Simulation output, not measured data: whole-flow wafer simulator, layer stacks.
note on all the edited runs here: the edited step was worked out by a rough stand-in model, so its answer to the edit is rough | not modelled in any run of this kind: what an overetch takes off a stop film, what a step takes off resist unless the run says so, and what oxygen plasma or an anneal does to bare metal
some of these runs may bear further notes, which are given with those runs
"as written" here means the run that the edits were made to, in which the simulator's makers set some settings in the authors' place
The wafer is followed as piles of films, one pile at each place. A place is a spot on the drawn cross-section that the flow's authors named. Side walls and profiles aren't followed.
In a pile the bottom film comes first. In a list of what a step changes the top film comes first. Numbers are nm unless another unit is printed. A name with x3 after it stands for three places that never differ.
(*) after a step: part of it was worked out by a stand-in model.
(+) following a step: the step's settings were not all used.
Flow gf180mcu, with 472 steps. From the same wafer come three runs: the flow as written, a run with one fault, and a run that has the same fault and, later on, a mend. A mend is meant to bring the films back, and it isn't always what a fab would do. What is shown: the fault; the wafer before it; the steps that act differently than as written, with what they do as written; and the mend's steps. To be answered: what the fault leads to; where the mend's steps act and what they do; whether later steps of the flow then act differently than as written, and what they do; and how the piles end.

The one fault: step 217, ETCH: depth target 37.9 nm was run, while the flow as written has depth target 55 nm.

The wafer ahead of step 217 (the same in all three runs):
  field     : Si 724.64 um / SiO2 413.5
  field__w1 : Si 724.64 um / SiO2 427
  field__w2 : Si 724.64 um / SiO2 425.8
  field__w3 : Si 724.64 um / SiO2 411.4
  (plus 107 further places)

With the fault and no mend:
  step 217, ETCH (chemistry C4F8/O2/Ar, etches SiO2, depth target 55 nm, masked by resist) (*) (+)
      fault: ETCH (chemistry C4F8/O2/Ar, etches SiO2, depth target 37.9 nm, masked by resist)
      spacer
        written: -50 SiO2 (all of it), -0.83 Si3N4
        fault: -37.9 SiO2
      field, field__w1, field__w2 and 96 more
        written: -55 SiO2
        fault: -37.9 SiO2
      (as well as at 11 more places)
  Later steps of the flow acting differently than as written (not shown: 7 more steps that differ only slightly, by at most 2% or 0.5 nm, whichever is larger):
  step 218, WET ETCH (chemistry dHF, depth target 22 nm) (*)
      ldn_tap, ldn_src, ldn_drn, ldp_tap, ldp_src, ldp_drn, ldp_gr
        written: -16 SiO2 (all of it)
        fault: -32.7 SiO2
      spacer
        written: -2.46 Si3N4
        fault: -12.1 SiO2 (all of it), -2.83 Si3N4
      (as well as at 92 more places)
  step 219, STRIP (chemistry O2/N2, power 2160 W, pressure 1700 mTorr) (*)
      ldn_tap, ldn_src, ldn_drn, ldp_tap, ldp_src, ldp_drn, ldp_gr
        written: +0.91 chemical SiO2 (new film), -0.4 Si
        fault: nothing
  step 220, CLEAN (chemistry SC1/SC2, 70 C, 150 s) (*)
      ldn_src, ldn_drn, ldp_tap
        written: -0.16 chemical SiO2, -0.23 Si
        fault: +0.46 chemical SiO2 (new film), -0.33 SiO2 (all of it), -0.22 Si
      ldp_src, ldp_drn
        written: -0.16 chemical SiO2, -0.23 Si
        fault: +0.42 chemical SiO2 (new film), -0.33 SiO2 (all of it), -0.2 Si
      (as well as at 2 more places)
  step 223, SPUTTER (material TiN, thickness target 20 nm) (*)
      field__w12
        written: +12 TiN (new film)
        fault: +12.7 TiN (new film)
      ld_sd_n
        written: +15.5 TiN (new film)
        fault: +16.1 TiN (new film)
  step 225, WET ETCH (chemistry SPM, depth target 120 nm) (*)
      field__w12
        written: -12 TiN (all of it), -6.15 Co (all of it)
        fault: -12.7 TiN (all of it), -6.44 Co (all of it)
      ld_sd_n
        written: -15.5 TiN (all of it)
        fault: -16.1 TiN (all of it)
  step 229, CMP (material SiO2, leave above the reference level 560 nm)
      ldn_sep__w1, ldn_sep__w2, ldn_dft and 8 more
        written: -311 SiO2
        fault: -318.6 SiO2
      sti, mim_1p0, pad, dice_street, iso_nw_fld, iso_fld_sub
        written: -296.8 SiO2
        fault: -304.4 SiO2
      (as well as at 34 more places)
  The piles end only slightly different from the flow's at the places that both follow, by no more than 2% or 0.5 nm, whichever is larger.

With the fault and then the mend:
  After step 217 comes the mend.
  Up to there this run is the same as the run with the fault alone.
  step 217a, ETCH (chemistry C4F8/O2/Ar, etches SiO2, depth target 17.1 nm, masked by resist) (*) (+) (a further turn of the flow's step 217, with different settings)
      field, field__w1, field__w2 and 96 more
        -17.1 SiO2
      field__w5, field__w9, field__w13 and 8 more
        -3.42 resist
      spacer
        -12.1 SiO2 (all of it), -0.83 Si3N4
  Later steps of the flow that are run all act as written at every place that is followed, up to a difference of at most 2% or 0.5 nm, whichever is larger.
  The piles end only slightly different from the flow's at the places that both follow, by no more than 2% or 0.5 nm, whichever is larger.
